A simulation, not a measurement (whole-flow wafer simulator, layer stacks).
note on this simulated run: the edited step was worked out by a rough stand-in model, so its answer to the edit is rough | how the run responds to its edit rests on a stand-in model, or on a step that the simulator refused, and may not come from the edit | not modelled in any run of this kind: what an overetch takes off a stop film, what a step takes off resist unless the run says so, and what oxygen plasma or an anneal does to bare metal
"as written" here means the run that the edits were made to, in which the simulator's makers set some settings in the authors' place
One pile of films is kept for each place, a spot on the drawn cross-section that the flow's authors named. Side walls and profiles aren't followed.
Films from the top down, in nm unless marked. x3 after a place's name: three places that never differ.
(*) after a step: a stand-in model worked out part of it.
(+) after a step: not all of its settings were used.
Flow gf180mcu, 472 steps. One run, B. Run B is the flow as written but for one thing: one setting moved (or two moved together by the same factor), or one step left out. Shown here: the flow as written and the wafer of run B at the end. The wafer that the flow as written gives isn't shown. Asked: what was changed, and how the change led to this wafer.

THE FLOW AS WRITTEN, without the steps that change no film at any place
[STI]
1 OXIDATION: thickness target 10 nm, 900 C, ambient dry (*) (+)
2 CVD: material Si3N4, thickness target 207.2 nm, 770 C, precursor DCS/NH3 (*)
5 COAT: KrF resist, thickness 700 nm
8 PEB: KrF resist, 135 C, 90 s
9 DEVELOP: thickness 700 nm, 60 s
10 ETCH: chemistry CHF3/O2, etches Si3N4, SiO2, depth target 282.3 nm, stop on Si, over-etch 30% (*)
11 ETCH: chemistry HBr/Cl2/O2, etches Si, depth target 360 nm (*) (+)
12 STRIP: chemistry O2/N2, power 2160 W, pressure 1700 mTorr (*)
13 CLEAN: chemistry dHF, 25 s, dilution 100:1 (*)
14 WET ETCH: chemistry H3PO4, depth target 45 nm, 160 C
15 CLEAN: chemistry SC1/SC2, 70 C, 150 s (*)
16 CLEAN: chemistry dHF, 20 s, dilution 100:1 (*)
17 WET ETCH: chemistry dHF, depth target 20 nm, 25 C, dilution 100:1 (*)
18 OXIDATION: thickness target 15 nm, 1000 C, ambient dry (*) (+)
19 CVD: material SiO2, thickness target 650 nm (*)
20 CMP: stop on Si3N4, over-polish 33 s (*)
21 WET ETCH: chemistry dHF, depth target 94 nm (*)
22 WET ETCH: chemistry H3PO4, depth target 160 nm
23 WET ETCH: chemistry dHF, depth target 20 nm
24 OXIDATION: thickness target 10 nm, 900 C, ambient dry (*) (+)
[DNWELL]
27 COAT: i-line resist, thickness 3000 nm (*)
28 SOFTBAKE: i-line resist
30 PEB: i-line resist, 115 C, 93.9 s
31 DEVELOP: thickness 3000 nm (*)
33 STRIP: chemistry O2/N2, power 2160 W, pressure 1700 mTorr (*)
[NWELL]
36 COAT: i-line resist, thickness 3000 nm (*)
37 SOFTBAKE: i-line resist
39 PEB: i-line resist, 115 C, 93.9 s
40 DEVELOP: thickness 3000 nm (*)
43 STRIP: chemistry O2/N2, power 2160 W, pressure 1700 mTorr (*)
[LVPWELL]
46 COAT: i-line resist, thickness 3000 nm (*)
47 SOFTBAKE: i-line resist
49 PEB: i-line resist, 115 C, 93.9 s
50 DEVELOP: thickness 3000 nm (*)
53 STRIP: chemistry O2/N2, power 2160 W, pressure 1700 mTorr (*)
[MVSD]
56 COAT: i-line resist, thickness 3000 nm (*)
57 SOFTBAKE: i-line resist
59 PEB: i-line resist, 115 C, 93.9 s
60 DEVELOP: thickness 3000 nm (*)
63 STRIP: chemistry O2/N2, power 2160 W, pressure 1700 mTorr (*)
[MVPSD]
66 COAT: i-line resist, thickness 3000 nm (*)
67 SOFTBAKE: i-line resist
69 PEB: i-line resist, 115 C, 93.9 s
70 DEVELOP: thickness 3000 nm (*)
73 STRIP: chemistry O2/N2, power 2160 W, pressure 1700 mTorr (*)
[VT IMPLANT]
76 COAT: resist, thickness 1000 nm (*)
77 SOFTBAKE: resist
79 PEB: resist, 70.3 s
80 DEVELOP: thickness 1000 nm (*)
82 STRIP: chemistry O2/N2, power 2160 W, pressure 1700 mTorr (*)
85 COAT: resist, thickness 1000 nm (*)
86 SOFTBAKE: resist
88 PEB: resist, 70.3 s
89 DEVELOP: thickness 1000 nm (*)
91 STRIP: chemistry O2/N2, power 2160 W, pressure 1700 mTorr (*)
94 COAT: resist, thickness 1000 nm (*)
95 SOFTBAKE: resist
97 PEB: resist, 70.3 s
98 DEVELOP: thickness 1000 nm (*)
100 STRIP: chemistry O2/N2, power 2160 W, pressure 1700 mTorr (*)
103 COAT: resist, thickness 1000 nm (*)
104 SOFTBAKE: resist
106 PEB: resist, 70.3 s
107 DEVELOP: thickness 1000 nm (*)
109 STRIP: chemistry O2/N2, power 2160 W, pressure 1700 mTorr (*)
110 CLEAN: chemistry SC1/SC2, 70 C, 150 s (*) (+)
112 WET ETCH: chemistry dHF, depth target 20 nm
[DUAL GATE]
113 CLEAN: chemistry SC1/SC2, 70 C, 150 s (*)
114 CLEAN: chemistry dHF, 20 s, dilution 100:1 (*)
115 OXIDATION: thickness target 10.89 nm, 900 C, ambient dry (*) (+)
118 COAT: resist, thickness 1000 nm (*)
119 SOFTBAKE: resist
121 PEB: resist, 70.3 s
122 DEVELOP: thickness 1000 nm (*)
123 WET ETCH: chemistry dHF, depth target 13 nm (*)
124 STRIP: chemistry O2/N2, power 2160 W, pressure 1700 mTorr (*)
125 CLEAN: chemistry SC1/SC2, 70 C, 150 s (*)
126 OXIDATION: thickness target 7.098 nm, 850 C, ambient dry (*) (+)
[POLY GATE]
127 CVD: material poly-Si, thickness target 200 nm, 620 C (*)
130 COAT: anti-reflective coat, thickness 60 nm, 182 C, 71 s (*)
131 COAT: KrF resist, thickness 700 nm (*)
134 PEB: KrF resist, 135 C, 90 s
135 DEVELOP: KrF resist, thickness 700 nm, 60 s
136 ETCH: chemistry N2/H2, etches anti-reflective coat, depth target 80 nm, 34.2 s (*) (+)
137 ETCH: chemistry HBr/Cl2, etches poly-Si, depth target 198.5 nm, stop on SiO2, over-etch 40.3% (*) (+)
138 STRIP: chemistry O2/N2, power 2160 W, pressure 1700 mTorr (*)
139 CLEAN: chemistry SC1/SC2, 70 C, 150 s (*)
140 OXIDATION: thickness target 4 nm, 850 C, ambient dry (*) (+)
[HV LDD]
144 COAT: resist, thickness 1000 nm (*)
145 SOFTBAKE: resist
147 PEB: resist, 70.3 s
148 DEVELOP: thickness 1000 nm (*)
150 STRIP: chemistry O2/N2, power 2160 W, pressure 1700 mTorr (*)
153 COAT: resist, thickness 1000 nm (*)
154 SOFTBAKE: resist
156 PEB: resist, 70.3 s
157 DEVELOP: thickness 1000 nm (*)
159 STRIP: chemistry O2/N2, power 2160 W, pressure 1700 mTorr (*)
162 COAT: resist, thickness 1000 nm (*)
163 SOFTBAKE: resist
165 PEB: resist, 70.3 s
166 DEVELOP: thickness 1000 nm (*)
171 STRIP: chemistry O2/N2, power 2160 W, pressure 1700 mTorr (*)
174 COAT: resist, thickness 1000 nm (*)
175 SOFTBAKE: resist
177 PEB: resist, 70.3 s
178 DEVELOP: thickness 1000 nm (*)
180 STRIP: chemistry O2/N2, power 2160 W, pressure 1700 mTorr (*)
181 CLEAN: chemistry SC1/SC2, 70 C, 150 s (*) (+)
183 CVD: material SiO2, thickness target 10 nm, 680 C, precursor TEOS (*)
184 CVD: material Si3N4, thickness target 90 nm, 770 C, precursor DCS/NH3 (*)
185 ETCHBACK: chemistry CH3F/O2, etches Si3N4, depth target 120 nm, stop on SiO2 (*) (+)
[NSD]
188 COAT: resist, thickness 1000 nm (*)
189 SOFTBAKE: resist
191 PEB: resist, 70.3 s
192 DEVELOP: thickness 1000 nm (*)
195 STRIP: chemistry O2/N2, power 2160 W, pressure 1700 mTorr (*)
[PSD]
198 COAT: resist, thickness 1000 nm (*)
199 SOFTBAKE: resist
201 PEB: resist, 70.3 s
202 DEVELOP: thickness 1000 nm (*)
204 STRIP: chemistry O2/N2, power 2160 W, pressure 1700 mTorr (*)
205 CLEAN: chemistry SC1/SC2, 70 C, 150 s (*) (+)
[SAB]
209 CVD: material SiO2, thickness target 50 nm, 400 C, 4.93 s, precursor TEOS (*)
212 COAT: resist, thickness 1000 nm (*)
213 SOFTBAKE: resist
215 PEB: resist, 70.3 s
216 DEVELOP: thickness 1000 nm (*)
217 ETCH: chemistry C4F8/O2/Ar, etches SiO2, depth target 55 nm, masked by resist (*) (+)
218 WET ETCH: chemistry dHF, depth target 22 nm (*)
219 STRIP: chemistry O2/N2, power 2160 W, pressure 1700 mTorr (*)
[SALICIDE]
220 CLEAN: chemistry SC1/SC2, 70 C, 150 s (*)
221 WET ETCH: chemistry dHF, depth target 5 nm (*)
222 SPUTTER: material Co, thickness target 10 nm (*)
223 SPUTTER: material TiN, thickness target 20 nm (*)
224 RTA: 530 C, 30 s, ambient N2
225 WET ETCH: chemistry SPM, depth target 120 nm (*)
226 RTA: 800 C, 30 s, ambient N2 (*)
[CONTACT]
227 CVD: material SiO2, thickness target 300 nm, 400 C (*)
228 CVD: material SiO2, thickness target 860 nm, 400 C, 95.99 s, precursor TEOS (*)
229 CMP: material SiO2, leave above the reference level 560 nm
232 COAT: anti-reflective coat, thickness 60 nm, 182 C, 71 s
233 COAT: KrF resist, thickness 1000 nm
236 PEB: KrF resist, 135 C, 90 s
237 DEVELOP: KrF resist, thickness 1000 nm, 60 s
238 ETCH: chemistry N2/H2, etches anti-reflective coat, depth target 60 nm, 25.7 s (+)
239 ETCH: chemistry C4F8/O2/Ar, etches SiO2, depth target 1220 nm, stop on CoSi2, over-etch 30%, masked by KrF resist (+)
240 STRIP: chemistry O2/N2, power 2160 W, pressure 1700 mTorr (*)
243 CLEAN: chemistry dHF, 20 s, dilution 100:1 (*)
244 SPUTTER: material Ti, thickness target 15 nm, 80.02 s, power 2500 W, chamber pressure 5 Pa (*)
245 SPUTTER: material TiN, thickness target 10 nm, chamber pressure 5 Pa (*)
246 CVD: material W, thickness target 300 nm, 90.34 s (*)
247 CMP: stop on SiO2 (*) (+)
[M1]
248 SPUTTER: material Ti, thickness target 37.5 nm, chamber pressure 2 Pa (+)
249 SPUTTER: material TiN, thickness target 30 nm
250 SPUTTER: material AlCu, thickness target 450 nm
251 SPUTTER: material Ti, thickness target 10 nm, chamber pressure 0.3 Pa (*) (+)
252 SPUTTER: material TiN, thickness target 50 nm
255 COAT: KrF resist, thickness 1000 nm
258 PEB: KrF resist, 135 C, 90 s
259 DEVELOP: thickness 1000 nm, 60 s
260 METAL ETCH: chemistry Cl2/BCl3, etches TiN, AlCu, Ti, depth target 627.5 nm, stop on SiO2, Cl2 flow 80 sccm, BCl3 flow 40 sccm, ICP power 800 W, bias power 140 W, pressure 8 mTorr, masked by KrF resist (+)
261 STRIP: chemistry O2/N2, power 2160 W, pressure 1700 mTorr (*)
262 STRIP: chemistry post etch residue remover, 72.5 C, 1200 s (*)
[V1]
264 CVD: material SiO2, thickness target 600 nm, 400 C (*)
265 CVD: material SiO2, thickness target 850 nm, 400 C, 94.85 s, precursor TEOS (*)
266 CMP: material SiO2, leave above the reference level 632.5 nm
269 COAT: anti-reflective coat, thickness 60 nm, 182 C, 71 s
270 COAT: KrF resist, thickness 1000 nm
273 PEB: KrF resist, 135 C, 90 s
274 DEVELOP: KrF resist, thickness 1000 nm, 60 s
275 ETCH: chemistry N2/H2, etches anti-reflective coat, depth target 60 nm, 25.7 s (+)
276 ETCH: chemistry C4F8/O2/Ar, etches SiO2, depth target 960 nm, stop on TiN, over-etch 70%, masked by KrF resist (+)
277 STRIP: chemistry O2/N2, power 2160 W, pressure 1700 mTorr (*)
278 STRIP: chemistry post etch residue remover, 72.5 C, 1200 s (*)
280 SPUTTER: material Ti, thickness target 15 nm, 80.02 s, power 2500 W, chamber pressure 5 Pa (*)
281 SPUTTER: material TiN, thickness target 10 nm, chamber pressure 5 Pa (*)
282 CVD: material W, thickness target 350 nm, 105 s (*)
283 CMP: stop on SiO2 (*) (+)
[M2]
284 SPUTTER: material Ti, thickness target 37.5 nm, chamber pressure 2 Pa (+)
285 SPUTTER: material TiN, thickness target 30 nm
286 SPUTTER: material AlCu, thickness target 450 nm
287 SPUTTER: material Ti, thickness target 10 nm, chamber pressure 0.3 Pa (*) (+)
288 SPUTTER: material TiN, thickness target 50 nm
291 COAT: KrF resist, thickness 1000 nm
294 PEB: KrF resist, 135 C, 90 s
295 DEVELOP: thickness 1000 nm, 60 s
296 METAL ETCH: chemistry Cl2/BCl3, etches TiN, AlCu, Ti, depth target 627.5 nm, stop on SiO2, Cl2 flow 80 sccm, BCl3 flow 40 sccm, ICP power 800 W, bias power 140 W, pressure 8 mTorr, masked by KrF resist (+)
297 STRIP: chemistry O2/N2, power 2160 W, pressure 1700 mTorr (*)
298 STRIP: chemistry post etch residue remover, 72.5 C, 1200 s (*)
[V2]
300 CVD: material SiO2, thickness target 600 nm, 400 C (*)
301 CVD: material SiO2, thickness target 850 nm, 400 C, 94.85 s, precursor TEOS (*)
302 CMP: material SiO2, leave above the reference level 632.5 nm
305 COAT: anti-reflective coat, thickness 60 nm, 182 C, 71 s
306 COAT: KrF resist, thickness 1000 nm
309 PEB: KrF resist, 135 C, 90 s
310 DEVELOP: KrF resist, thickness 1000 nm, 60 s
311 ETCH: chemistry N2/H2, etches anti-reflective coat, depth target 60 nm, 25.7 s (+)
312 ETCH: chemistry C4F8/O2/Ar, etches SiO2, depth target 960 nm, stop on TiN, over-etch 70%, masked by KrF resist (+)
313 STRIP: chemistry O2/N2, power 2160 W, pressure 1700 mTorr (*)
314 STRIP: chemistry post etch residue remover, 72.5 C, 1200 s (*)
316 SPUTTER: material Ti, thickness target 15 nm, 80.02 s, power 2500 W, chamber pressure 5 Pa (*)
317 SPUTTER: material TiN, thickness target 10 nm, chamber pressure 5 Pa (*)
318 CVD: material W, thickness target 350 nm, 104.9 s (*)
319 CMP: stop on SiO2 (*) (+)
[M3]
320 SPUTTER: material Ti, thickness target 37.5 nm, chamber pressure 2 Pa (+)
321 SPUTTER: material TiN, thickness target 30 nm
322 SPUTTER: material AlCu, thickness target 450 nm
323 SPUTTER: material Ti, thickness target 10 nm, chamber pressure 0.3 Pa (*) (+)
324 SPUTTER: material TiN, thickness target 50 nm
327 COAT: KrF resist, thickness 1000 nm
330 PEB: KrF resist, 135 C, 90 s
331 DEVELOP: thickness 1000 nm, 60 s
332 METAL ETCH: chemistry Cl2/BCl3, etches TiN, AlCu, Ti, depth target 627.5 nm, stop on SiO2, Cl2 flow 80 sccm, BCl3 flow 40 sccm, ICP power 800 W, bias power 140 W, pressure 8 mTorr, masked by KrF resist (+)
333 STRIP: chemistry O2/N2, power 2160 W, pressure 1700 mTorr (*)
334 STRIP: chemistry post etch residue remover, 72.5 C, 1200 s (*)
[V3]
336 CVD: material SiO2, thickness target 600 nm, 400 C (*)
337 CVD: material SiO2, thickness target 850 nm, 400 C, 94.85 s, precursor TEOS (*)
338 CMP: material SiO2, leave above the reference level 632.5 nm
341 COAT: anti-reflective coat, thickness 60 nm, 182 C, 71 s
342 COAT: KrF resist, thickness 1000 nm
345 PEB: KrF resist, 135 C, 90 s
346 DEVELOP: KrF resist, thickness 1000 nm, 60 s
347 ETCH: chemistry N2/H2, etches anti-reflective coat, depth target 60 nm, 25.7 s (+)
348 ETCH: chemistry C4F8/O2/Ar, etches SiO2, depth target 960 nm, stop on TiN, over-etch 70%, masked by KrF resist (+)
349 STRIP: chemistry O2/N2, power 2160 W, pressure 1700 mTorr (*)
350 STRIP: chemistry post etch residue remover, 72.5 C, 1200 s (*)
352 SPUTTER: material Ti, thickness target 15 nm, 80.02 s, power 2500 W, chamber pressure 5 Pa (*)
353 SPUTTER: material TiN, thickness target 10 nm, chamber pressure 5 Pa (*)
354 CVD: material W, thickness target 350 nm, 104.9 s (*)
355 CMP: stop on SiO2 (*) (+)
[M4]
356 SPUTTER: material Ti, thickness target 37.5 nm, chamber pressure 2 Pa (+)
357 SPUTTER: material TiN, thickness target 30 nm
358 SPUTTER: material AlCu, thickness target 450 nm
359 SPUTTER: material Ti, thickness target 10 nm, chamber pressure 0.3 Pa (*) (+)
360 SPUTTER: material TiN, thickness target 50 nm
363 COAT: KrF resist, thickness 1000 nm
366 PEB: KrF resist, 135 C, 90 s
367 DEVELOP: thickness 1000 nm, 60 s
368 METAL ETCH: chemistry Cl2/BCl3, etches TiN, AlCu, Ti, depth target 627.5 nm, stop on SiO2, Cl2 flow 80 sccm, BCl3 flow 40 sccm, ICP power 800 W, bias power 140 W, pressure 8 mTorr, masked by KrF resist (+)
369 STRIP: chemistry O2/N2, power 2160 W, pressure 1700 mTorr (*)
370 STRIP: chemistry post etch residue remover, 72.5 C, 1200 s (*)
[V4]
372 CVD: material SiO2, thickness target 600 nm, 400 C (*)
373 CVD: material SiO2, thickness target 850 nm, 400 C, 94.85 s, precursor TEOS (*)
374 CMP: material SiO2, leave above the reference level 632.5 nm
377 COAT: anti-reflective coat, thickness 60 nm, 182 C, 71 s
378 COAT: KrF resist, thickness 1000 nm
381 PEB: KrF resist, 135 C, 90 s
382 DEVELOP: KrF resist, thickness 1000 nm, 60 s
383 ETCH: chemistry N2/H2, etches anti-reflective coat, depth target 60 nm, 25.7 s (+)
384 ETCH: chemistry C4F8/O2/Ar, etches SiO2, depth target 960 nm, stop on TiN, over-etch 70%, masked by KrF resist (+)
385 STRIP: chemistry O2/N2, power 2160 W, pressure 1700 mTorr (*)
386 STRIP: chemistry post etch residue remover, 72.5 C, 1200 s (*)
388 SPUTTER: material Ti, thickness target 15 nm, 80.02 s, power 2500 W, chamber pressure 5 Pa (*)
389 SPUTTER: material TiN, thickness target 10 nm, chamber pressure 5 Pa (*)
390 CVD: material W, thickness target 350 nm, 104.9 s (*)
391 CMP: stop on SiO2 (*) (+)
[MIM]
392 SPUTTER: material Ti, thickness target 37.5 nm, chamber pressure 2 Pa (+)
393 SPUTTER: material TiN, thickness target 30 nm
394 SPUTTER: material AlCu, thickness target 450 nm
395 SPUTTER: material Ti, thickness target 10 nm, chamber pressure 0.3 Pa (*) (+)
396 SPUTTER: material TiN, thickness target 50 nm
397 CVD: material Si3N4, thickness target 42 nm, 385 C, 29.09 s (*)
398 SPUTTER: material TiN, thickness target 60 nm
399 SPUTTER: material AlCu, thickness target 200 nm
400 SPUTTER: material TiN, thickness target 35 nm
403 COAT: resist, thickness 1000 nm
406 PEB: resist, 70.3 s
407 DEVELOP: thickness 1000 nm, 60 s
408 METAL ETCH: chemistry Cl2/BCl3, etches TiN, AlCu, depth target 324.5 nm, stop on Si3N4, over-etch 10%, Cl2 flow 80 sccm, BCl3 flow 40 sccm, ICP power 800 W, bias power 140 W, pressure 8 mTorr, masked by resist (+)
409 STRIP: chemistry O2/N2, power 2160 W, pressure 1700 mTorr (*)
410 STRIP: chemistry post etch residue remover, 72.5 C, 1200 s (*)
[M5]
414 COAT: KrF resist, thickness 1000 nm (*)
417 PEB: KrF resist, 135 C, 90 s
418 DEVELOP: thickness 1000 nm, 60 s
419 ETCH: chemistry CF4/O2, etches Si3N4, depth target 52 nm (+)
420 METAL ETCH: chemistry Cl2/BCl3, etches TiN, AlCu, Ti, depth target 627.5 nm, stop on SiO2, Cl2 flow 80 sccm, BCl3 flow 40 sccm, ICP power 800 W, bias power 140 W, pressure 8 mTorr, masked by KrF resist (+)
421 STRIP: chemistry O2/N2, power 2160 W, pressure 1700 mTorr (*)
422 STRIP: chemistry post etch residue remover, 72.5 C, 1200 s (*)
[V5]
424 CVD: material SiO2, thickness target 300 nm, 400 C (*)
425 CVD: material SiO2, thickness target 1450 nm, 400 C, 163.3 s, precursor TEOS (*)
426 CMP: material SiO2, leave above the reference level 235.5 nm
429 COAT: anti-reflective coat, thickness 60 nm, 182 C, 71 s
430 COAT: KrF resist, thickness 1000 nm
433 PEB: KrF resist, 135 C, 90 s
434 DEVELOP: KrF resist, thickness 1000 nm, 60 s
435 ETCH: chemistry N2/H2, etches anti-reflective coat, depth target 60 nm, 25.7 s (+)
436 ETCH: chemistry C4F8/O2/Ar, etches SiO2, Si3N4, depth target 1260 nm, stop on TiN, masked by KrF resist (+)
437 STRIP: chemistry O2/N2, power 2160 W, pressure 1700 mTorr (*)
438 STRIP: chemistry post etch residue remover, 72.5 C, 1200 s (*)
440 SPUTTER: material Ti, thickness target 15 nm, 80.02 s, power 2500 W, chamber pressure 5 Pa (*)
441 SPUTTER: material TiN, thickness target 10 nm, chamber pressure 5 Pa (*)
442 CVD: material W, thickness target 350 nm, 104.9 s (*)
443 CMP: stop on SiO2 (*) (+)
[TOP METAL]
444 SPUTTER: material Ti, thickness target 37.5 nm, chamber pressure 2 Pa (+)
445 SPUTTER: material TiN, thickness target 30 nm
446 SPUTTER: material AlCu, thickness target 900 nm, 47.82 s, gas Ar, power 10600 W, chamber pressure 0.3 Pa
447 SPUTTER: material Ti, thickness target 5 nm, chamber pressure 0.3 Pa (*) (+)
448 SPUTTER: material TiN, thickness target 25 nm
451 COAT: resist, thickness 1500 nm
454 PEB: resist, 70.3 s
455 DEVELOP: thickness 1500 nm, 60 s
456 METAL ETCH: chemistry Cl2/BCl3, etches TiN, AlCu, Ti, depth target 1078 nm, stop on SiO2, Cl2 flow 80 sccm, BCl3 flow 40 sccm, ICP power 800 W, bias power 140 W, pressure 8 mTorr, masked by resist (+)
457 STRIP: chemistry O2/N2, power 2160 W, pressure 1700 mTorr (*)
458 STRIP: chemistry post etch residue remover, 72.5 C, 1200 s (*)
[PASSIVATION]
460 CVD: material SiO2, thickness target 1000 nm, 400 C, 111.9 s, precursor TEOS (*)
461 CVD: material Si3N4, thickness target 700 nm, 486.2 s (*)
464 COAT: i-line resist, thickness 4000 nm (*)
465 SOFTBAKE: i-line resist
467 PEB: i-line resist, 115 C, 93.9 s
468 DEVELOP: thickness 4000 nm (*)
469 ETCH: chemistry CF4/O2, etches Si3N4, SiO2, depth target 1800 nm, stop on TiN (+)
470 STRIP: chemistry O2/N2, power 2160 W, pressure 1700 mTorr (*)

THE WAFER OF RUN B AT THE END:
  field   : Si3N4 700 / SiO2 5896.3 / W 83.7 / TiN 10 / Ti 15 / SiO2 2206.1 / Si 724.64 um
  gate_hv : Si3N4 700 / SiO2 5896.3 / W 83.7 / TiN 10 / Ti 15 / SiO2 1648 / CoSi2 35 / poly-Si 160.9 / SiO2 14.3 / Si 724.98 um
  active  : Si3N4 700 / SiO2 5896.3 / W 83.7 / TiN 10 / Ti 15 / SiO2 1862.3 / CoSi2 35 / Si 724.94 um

The cause: step 265, CVD: thickness target 400 nm was run, where the flow has thickness target 850 nm; step 265, CVD: 44.58 s was run, where the flow has 94.85 s.

How the change led to this, step by step:
  265 CVD: material SiO2, thickness target 850 nm, 400 C, 94.85 s, precursor TEOS (*)
      field, field__w1, field__w2 and 108 more: SiO2 +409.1 (as written it would be: SiO2 +850)
  266 CMP: material SiO2, leave above the reference level 632.5 nm
      field, field__w1, field__w2 and 99 more: nothing (as written it would be: SiO2 -300)
      field__w8, contact, m1 and 6 more: SiO2 -436.1 (as written it would be: SiO2 -877.1)
  269 COAT: anti-reflective coat, thickness 60 nm, 182 C, 71 s
      gate, gate_nat: anti-reflective coat +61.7 (new film) (as written it would be: anti-reflective coat +60 (new film))
      field: anti-reflective coat +117.1 (new film) (as written it would be: anti-reflective coat +60 (new film))
      (and at 19 more places)
  270 COAT: KrF resist, thickness 1000 nm
      field: KrF resist +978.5 (new film) (as written it would be: KrF resist +1000 (new film))
      field__w1: KrF resist +976.1 (new film) (as written it would be: KrF resist +1000 (new film))
      (and at 9 more places)
  273 PEB: KrF resist, 135 C, 90 s
      contact: KrF resist -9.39 (as written it would be: KrF resist -10.5)
      m1: KrF resist -9.12 (as written it would be: KrF resist -10.5)
      (and at 3 more places)
  274 DEVELOP: KrF resist, thickness 1000 nm, 60 s
      contact: KrF resist -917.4 (all of it) (as written it would be: KrF resist -989.5 (all of it))
  275 ETCH: chemistry N2/H2, etches anti-reflective coat, depth target 60 nm, 25.7 s (+)
      contact: anti-reflective coat -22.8 (all of it), SiO2 -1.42 (as written it would be: anti-reflective coat -60 (all of it), SiO2 -0.46)
  277 STRIP: chemistry O2/N2, power 2160 W, pressure 1700 mTorr (*)
      field: KrF resist -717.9 (all of it), anti-reflective coat -117.1 (all of it) (as written it would be: KrF resist -739.2 (all of it), anti-reflective coat -60 (all of it))
      field__w1: KrF resist -715.5 (all of it), anti-reflective coat -87.2 (all of it) (as written it would be: KrF resist -739.2 (all of it), anti-reflective coat -60 (all of it))
      (and at 19 more places)
  280 SPUTTER: material Ti, thickness target 15 nm, 80.02 s, power 2500 W, chamber pressure 5 Pa (*)
      contact: Ti +10.5 (new film) (as written it would be: Ti +9.65 (new film))
  281 SPUTTER: material TiN, thickness target 10 nm, chamber pressure 5 Pa (*)
      contact: TiN +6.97 (new film) (as written it would be: TiN +6.4 (new film))
  282 CVD: material W, thickness target 350 nm, 105 s (*)
      contact: W +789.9 (new film) (as written it would be: W +932.3 (new film))
  283 CMP: stop on SiO2 (*) (+)
      field, field__w1, field__w2 and 99 more: W -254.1 (as written it would be: W -350 (all of it), TiN -10 (all of it), Ti -15 (all of it), SiO2 -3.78)
      field__w8, m1, m1__w1, polyc_n, polyc_n_rim, polyc_p, polyc_p_rim, m1_nw: W -350 (all of it), TiN -10 (all of it), Ti -15 (all of it), SiO2 -20 (as written it would be: W -350 (all of it), TiN -10 (all of it), Ti -15 (all of it), SiO2 -3.78)
      (and at 1 more place)
  296 METAL ETCH: chemistry Cl2/BCl3, etches TiN, AlCu, Ti, depth target 627.5 nm, stop on SiO2, Cl2 flow 80 sccm, BCl3 flow 40 sccm, ICP power 800 W, bias power 140 W, pressure 8 mTorr, masked by KrF resist (+)
      field, field__w1, field__w2 and 99 more: TiN -50 (all of it), Ti -10 (all of it), AlCu -450 (all of it), TiN -30 (all of it), Ti -37.5 (all of it), W -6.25 (as written it would be: TiN -50 (all of it), Ti -10 (all of it), AlCu -450 (all of it), TiN -30 (all of it), Ti -37.5 (all of it))
  298 STRIP: chemistry post etch residue remover, 72.5 C, 1200 s (*)
      field, field__w1, field__w2 and 99 more: W -6.01 (as written it would be: nothing)
  300 CVD: material SiO2, thickness target 600 nm, 400 C (*)
      field, field__w1, field__w2 and 99 more: SiO2 +600 (new film) (as written it would be: SiO2 +600)
  302 CMP: material SiO2, leave above the reference level 632.5 nm
      field, field__w1, field__w2 and 99 more: SiO2 -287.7 (as written it would be: SiO2 -300)
Counting metal films that touch as one body, field has 1 body; the flow as written gives 0 bodies.
Counting metal films that touch as one body, gate_hv has 2 bodies (between them, from the top down: SiO2 1648); the flow as written gives 1 body.
Counting metal films that touch as one body, active has 2 bodies (between them, from the top down: SiO2 1862.3); the flow as written gives 1 body.
